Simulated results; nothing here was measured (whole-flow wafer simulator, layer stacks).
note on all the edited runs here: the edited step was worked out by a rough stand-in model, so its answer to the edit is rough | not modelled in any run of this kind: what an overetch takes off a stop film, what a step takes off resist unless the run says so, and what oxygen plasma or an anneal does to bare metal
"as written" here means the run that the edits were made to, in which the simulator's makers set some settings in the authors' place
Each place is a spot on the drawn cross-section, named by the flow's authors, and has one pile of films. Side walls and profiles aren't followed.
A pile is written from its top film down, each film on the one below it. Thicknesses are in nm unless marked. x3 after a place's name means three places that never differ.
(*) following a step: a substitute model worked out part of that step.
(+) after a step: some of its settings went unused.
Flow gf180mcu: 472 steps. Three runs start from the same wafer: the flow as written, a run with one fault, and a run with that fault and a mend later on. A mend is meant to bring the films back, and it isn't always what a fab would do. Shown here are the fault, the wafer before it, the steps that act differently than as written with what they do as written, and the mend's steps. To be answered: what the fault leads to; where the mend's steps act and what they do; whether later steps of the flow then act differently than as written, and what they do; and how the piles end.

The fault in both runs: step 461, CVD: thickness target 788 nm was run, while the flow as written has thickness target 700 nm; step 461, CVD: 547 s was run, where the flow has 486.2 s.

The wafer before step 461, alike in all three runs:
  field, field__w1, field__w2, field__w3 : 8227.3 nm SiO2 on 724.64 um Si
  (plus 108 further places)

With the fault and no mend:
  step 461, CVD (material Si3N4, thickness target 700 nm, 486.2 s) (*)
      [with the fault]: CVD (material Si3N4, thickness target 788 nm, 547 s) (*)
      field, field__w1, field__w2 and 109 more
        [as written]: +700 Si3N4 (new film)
        [with the fault]: +787.5 Si3N4 (new film)
  Steps further on in the flow that do not act as written (not shown: 5 more steps that differ only slightly, by at most 2% or 0.5 nm, whichever is larger):
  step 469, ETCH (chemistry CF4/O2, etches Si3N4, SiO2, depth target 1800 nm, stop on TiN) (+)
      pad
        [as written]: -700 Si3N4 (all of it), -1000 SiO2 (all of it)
        [with the fault]: -787.5 Si3N4 (all of it), -1000 SiO2 (all of it)
  By the end, the piles at field, field__w1, field__w2 and 108 more depart from the flow's by more than 2% or 0.5 nm, whichever is larger.
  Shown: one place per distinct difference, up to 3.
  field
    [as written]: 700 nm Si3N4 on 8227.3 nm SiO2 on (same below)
    [with the fault]: 787.5 nm Si3N4 on 8227.3 nm SiO2 on (same below)
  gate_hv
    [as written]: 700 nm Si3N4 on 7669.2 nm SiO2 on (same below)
    [with the fault]: 787.5 nm Si3N4 on 7669.2 nm SiO2 on (same below)
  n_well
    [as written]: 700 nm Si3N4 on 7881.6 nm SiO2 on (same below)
    [with the fault]: 787.5 nm Si3N4 on 7881.6 nm SiO2 on (same below)

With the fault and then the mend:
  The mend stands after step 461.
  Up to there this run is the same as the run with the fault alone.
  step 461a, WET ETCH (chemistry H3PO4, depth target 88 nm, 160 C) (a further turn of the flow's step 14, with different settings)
      field, field__w1, field__w2 and 109 more
        -88 Si3N4
  Later steps of the flow that are run all act as written at every place that is followed, up to a difference of at most 2% or 0.5 nm, whichever is larger.
  At the end the piles are close to the flow's at the places that both follow, differing by at most 2% or 0.5 nm, whichever is larger.
